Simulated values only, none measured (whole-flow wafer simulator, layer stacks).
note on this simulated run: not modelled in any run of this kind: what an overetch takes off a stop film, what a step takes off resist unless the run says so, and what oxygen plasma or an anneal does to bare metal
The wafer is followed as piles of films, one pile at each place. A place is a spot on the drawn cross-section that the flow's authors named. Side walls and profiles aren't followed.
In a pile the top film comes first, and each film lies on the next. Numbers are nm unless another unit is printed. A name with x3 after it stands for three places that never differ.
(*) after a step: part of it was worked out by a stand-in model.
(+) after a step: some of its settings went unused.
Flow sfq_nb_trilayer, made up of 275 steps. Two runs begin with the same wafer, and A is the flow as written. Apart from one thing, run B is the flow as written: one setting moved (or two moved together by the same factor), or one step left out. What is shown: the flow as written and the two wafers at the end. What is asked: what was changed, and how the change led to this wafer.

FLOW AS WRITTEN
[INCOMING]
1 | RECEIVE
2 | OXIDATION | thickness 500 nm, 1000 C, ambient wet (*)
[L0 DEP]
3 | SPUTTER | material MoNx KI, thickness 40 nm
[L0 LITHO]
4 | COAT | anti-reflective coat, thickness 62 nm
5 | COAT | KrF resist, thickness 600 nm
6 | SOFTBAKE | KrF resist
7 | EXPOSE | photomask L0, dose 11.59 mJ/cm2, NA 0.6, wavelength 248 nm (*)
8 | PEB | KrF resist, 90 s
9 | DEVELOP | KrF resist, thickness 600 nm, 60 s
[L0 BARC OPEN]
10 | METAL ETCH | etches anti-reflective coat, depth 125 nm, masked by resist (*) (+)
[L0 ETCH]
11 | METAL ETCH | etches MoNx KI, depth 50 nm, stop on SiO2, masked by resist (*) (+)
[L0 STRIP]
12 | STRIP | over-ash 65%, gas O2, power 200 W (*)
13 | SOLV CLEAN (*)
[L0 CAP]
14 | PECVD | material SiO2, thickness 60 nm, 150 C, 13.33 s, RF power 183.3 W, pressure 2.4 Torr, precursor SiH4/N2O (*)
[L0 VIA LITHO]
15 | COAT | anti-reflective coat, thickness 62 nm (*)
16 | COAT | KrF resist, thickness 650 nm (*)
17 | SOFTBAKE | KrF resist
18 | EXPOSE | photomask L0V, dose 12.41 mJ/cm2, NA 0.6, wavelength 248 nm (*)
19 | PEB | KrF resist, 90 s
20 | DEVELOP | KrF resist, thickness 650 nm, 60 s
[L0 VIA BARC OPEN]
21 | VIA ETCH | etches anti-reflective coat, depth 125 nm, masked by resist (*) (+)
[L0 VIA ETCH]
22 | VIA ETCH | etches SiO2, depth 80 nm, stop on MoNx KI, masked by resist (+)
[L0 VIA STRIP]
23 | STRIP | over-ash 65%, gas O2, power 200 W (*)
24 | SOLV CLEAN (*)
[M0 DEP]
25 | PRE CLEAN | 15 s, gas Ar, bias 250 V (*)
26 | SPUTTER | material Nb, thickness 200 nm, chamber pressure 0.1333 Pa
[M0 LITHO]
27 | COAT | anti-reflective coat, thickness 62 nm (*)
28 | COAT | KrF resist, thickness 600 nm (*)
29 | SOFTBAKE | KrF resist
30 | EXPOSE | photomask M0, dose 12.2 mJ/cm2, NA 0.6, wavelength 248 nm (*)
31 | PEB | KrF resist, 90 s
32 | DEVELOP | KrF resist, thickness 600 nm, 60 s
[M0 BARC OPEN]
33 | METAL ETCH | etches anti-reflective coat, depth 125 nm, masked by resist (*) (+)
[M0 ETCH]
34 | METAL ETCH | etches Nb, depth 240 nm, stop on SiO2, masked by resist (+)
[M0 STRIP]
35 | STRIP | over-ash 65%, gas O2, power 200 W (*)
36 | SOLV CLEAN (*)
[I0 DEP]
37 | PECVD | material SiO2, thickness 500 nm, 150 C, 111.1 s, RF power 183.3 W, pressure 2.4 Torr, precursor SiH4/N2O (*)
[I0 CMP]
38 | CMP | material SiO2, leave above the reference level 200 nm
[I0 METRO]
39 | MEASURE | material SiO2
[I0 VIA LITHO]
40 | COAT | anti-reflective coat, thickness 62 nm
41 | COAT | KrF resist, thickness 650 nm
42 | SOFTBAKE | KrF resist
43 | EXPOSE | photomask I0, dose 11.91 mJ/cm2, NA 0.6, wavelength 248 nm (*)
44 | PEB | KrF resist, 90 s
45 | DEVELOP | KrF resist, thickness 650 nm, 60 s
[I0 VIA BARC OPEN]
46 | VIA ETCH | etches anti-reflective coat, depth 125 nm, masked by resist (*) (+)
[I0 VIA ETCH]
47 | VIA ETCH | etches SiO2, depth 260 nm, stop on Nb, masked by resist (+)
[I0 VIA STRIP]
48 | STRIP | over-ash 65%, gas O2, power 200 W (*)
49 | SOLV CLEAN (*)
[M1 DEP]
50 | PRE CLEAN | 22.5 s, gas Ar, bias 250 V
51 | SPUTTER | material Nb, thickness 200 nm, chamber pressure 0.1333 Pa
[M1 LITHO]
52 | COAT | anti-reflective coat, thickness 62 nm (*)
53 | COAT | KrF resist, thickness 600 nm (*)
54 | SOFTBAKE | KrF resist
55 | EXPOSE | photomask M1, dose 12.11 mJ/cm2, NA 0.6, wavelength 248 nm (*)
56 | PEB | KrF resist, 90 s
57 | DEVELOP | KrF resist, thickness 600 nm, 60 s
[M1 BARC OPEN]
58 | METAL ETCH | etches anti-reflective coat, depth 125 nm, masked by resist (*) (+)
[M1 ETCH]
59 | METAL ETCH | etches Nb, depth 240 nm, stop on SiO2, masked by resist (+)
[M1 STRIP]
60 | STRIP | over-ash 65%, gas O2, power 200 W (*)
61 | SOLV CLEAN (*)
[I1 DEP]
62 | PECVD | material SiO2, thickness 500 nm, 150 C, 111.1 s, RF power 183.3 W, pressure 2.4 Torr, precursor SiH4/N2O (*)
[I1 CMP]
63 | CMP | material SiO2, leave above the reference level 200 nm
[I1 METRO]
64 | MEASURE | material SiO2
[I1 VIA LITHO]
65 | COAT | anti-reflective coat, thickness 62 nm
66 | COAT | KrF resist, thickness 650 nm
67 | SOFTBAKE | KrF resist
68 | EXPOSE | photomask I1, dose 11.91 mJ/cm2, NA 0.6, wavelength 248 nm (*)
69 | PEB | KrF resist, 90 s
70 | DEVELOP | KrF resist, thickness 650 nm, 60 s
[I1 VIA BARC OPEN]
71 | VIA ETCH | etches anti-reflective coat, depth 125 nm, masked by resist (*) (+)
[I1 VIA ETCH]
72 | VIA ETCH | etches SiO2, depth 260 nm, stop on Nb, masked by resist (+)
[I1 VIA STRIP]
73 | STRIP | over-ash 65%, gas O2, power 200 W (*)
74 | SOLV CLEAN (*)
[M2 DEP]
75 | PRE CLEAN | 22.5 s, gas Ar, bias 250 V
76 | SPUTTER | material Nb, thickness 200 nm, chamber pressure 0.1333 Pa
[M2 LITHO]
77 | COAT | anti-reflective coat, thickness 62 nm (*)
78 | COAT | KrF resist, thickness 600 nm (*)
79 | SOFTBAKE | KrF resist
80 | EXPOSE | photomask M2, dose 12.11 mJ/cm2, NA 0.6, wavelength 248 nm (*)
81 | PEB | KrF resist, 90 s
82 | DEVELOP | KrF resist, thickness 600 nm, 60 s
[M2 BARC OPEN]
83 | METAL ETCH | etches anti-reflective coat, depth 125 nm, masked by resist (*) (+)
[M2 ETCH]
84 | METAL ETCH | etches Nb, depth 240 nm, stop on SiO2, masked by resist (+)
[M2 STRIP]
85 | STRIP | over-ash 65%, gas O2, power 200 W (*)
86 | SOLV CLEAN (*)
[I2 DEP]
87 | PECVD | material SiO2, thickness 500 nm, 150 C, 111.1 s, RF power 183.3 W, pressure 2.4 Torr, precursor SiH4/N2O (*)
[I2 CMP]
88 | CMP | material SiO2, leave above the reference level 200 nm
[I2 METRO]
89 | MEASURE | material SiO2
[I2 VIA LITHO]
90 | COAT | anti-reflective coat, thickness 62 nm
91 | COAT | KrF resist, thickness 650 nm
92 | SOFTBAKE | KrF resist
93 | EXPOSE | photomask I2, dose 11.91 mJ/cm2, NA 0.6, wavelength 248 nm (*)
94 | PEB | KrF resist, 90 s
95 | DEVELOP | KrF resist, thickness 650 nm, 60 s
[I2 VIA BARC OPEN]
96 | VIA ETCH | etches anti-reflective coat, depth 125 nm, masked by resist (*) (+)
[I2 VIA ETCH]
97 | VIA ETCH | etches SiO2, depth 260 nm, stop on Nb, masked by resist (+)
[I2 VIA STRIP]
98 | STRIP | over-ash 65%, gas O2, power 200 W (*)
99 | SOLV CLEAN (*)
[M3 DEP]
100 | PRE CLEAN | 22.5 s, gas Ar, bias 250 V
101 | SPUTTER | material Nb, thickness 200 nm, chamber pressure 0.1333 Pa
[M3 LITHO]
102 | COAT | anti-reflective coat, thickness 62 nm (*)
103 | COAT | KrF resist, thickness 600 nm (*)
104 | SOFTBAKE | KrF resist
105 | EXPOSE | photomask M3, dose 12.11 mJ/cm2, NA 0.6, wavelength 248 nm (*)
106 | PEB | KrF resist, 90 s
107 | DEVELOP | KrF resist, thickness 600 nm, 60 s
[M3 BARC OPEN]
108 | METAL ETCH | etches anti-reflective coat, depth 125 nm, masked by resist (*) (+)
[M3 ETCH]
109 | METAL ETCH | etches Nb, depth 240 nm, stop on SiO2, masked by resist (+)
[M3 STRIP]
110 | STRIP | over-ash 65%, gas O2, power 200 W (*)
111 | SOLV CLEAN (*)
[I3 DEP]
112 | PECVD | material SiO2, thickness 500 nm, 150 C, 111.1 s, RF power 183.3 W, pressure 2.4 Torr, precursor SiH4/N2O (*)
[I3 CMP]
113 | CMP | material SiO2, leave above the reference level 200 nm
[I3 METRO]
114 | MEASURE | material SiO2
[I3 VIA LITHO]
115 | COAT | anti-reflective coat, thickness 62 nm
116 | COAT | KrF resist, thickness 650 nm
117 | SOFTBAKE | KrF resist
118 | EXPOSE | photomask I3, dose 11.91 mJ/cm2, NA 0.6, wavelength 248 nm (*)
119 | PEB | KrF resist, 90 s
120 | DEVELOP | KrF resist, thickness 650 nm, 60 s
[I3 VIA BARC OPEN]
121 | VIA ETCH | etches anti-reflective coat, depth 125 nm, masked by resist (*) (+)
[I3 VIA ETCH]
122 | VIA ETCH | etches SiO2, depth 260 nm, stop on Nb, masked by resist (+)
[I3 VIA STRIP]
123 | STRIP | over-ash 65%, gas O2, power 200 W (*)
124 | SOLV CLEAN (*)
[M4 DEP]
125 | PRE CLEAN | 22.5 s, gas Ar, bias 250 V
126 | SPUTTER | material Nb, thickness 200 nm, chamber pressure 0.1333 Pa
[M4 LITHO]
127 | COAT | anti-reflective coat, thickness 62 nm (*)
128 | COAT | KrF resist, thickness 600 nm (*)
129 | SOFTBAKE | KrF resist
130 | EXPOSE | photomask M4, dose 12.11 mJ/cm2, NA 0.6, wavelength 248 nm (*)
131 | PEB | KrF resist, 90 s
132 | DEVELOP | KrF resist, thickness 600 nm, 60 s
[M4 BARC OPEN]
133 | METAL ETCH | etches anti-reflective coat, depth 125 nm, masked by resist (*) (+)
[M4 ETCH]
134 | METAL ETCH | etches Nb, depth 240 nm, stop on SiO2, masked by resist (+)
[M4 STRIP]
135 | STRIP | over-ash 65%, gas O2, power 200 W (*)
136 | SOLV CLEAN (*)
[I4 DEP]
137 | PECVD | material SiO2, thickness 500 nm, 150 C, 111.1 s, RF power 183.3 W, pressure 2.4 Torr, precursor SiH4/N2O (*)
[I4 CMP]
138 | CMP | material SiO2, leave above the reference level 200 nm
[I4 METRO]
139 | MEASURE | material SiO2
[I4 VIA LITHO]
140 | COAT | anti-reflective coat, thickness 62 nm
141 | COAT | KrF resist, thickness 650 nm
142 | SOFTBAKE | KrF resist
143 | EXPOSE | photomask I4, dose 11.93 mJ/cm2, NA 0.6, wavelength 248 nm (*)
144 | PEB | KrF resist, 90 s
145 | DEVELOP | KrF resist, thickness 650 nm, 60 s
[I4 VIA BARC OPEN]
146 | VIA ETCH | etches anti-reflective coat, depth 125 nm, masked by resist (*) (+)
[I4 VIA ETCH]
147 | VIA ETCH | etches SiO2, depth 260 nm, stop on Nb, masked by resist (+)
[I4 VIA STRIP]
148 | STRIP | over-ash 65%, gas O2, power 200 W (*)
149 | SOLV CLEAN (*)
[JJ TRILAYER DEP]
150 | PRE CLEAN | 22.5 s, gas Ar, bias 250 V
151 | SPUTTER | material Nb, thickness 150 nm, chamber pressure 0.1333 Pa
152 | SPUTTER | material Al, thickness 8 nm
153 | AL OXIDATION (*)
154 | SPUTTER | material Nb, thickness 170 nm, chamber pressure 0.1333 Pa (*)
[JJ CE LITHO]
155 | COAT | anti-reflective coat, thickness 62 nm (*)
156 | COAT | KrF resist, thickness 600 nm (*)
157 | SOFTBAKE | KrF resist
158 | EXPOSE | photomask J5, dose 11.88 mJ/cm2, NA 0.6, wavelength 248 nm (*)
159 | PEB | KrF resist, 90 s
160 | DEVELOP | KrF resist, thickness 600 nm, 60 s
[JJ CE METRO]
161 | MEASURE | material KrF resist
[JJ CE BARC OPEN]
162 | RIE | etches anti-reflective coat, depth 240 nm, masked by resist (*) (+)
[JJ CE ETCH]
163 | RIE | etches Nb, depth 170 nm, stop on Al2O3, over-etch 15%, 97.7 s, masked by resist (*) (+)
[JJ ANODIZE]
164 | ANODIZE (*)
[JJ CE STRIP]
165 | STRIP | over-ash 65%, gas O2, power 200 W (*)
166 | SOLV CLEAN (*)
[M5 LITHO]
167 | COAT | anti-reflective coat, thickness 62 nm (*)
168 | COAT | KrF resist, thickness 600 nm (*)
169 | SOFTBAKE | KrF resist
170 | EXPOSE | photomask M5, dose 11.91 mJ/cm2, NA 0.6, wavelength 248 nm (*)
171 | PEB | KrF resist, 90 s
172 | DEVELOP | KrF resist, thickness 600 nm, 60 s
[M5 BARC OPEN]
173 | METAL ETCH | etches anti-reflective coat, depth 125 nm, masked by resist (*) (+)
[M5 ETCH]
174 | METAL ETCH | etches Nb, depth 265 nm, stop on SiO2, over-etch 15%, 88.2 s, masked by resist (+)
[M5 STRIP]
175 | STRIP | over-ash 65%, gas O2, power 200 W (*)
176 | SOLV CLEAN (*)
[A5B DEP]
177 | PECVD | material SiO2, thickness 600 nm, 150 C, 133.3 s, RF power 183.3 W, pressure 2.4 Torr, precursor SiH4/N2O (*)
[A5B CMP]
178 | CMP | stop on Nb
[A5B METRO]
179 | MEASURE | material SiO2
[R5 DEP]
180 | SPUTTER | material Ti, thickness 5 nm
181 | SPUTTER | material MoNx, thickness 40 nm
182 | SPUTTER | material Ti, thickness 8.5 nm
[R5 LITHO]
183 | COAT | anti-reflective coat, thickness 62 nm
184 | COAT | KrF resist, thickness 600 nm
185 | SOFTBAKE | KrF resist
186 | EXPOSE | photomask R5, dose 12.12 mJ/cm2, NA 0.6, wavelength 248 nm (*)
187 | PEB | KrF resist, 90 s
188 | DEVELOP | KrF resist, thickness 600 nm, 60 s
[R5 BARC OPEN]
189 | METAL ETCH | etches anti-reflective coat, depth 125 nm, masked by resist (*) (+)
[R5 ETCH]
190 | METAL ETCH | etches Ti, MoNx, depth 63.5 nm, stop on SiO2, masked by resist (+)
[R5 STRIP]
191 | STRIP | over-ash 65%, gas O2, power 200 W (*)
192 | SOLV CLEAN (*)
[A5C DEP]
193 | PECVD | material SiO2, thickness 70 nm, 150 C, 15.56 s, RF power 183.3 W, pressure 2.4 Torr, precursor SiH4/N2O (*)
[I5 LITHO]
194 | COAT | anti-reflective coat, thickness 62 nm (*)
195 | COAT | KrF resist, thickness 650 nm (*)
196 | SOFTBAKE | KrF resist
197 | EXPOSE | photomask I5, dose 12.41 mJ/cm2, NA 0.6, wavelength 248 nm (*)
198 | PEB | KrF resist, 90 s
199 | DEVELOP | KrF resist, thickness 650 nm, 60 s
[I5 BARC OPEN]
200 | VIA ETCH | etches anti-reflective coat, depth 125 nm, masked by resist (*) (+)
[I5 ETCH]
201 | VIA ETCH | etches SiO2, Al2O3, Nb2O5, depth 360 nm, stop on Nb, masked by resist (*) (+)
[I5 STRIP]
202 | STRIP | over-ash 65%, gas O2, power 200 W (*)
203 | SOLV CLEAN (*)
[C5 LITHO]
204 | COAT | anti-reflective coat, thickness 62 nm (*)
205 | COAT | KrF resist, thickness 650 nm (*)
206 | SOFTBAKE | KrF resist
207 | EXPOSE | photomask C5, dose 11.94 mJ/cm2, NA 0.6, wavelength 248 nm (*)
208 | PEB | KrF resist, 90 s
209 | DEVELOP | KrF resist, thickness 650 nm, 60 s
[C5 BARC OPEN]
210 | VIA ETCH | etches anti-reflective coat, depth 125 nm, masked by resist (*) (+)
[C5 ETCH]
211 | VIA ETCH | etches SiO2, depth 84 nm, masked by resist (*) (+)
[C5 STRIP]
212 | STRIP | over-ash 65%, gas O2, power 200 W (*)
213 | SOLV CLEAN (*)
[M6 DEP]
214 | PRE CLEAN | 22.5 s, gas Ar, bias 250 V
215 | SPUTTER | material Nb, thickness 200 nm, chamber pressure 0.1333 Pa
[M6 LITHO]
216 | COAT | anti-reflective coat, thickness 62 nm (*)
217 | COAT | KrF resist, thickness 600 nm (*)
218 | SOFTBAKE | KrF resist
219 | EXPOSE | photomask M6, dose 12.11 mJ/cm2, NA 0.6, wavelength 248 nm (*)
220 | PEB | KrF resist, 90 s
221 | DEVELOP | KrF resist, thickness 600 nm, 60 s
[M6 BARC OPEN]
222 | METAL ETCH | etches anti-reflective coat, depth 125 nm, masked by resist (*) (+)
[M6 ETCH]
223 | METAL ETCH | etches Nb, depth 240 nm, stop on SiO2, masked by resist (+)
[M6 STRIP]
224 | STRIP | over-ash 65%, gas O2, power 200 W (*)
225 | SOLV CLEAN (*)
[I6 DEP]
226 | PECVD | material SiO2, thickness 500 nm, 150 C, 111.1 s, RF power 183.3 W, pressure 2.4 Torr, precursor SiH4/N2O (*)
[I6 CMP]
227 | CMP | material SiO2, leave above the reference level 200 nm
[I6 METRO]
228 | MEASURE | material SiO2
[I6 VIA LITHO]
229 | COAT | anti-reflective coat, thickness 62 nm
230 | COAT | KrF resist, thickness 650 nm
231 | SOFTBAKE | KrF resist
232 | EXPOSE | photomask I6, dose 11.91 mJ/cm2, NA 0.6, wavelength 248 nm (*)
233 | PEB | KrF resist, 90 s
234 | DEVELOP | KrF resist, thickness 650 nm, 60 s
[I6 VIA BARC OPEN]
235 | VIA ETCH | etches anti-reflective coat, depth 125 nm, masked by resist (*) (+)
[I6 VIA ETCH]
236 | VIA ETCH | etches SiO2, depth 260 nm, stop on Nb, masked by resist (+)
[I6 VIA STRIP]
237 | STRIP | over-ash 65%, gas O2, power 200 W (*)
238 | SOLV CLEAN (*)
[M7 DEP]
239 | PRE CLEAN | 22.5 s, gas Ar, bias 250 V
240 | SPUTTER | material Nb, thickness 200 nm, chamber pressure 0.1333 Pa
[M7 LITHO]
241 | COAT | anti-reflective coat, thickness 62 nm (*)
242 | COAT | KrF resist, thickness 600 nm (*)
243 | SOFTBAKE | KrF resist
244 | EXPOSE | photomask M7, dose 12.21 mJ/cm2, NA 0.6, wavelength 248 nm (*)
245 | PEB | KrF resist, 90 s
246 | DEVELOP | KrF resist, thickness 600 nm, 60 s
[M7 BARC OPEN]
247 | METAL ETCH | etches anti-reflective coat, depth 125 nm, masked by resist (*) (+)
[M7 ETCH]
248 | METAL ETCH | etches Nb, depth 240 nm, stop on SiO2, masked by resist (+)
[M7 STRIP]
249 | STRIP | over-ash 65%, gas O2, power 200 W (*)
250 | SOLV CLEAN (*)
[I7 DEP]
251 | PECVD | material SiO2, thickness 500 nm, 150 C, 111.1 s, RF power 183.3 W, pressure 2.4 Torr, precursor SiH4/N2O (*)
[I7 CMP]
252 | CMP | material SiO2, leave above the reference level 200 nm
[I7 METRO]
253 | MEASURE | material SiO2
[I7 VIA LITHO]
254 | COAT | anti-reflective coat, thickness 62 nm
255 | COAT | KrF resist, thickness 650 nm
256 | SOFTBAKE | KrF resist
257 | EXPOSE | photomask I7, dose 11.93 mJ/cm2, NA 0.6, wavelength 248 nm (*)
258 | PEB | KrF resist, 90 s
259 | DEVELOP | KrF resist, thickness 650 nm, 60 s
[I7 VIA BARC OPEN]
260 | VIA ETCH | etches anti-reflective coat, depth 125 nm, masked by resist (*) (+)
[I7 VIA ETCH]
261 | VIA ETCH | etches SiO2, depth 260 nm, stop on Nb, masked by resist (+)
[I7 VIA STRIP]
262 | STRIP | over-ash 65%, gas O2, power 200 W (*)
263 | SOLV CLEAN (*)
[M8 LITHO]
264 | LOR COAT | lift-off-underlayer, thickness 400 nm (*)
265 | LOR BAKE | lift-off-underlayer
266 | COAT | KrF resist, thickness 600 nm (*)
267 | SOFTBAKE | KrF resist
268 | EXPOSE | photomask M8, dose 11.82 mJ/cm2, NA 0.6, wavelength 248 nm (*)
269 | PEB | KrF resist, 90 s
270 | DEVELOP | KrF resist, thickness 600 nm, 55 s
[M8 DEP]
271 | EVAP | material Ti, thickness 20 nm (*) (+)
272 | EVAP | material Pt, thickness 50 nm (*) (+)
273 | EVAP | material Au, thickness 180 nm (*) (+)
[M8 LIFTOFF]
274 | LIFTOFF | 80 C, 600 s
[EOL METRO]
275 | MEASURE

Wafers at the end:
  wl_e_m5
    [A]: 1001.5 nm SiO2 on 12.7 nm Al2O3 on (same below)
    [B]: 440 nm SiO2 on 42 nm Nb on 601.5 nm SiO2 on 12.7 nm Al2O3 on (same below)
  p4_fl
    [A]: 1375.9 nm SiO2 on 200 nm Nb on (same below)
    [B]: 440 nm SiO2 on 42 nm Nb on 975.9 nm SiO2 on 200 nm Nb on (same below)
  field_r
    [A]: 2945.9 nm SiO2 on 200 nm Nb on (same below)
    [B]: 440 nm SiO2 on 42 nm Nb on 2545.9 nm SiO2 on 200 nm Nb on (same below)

What caused this: step 240, SPUTTER: thickness 282 nm was run, while the flow as written has thickness 200 nm.

Step by step, how the change led to this:
  240 | SPUTTER | material Nb, thickness 200 nm, chamber pressure 0.1333 Pa
      field_l, v_sur, via_wl and 102 more: A Nb gains 200 (new film) | B Nb gains 282 (new film)
      via_v: A Nb gains 161.1 | B Nb gains 227.6
  248 | METAL ETCH | etches Nb, depth 240 nm, stop on SiO2, masked by resist (+)
      field_l, field_r, lsp_l and 62 more: A Nb loses 200 (all of it) | B Nb loses 240
  251 | PECVD | material SiO2, thickness 500 nm, 150 C, 111.1 s, RF power 183.3 W, pressure 2.4 Torr, precursor SiH4/N2O (*)
      field_l, p4_fl, p4_fm and 56 more: A SiO2 gains 500 | B SiO2 gains 500 (new film)
      field_r, lsp_l: A SiO2 gains 477.7 | B SiO2 gains 473.2 (new film)
      (as well as at 4 more places)
  252 | CMP | material SiO2, leave above the reference level 200 nm
      field_l, p4_fl, p4_fm and 56 more: A SiO2 loses 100 | B SiO2 loses 60
      field_r, lsp_l: A SiO2 loses 77.7 | B SiO2 loses 33.2
      (as well as at 3 more places)
Taking metal films that touch as one body, wl_e_m5 has 7 bodies (between them, from the top down: SiO2 601.5 / Al2O3 12.7 / Nb2O5 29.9; SiO2 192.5; SiO2 192.5; SiO2 192.5; SiO2 192.5; SiO2 192.5); the flow as written gives 6 bodies (between them, from the top down: SiO2 192.5; SiO2 192.5; SiO2 192.5; SiO2 192.5; SiO2 192.5).
Taking metal films that touch as one body, p4_fl has 3 bodies (between them, from the top down: SiO2 975.9; SiO2 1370); the flow as written gives 2 bodies (between them, from the top down: SiO2 1370).
Taking metal films that touch as one body, field_r has 2 bodies (between them, from the top down: SiO2 2545.9); the flow as written gives 1 body.
